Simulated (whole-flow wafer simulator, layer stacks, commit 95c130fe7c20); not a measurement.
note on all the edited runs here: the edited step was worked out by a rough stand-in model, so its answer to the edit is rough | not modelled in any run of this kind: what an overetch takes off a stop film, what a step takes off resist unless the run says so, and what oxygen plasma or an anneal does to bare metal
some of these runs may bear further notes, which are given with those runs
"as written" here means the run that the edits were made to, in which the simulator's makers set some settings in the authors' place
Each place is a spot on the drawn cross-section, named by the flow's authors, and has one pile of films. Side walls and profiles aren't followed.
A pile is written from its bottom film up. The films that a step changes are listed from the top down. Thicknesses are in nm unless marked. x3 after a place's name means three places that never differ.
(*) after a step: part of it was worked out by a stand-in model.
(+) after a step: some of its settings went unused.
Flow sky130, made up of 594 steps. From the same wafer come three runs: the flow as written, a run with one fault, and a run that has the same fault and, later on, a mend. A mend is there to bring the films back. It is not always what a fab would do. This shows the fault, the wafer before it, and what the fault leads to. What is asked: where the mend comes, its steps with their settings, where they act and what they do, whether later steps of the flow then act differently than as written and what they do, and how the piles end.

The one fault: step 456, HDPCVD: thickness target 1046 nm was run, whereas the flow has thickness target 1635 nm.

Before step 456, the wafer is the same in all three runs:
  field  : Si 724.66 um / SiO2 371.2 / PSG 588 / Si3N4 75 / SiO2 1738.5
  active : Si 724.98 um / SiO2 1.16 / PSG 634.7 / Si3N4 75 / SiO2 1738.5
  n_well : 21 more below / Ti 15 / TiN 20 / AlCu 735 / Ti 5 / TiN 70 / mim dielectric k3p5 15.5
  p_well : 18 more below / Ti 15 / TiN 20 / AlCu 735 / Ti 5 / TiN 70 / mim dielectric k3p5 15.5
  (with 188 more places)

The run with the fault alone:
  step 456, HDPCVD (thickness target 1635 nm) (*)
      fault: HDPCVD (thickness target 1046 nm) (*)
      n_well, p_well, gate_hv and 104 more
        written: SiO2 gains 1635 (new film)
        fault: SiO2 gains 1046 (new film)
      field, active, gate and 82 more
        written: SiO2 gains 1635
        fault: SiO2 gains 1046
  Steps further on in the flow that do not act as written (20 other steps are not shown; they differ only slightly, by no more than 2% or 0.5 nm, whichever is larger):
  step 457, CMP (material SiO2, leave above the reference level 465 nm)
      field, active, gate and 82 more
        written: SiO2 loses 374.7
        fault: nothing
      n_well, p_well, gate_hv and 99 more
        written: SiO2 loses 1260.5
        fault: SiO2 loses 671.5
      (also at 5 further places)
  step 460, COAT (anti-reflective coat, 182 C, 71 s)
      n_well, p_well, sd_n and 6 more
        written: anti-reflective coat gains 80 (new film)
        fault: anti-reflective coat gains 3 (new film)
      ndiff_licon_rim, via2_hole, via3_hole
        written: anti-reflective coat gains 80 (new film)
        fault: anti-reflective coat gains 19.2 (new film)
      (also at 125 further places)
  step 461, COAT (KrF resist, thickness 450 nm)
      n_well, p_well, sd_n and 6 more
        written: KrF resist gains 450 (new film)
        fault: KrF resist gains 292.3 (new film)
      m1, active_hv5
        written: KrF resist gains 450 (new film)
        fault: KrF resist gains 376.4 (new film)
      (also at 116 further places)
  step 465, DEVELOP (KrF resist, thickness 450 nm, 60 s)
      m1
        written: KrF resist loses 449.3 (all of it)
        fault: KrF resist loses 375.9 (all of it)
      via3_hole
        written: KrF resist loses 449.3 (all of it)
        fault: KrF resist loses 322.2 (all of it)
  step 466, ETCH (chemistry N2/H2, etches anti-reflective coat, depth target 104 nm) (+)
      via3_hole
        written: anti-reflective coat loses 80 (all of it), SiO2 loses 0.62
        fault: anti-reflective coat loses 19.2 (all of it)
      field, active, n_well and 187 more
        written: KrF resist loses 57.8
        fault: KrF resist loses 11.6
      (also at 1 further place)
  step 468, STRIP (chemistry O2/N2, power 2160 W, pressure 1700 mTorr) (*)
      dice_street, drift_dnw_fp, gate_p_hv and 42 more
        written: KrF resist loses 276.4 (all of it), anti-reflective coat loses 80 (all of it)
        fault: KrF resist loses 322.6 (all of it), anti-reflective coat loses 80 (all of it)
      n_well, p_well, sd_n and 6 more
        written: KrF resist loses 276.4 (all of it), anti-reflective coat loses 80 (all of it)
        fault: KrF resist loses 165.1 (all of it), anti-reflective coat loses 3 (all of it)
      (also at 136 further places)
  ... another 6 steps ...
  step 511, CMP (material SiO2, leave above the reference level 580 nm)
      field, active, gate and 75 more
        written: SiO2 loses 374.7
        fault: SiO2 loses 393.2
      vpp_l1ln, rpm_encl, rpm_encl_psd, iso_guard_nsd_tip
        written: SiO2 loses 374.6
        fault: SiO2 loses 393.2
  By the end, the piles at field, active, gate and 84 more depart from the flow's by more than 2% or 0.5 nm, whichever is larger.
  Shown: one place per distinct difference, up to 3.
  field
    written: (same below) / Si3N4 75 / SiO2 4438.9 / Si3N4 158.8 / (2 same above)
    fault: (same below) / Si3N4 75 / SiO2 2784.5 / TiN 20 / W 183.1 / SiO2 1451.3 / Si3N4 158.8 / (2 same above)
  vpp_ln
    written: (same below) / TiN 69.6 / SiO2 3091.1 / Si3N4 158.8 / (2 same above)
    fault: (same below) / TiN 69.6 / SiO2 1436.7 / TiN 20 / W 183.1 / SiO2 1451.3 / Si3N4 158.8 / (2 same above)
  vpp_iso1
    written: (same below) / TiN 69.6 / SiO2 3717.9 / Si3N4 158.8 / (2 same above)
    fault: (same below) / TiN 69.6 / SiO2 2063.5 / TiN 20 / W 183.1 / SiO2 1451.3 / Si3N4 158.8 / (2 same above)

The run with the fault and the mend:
  After step 456 comes the mend.
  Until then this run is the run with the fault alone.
  step 456a, HDPCVD (thickness target 589 nm) (*) (the flow's step 456 again, with other settings)
      field, active, n_well and 189 more
        SiO2 gains 589
  None of the later steps of the flow acts differently than as written at any place that is followed.
  At every place that both follow, the piles at the end match the flow's.
